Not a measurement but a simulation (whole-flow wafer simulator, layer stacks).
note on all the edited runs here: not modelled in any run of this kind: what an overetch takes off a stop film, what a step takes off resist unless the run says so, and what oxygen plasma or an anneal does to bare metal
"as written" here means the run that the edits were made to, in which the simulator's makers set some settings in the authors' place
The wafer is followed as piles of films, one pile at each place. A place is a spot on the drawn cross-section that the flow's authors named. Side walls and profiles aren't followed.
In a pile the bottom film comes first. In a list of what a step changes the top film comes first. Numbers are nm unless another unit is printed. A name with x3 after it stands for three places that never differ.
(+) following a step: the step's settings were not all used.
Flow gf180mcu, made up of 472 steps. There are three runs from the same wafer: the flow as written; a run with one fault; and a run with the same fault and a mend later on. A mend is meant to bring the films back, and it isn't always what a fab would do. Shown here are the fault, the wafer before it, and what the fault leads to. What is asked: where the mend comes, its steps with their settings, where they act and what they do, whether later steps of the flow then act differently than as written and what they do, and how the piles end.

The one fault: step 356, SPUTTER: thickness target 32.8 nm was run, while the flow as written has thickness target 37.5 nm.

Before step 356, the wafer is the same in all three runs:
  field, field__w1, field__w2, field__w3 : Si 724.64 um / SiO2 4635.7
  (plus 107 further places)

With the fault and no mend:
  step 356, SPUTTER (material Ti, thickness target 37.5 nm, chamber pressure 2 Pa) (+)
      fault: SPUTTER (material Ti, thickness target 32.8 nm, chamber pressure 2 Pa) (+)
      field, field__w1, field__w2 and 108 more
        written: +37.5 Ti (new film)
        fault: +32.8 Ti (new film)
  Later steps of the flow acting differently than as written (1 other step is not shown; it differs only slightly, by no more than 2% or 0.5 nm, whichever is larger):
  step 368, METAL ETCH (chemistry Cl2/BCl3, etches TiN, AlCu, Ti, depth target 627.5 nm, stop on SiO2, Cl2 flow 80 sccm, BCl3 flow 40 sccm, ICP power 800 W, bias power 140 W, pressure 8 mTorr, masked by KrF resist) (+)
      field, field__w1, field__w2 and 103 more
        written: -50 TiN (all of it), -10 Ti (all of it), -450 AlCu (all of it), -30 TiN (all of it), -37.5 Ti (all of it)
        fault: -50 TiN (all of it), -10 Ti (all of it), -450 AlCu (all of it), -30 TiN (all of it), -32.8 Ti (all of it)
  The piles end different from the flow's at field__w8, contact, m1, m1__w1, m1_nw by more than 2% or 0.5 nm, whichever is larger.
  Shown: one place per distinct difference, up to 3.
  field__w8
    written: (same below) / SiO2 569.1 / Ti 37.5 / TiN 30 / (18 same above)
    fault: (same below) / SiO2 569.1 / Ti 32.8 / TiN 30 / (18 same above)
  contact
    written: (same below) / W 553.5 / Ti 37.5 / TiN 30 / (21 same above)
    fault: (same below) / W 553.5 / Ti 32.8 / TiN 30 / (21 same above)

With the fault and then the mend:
  After step 356 comes the mend.
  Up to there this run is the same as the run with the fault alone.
  step 356a, SPUTTER (material Ti, thickness target 4.7 nm, chamber pressure 2 Pa) (+) (the flow's step 356, run once more with other settings)
      field, field__w1, field__w2 and 108 more
        +4.7 Ti
  Later steps of the flow that are run all act as written at every place that is followed.
  At every place that both follow, the piles at the end match the flow's.
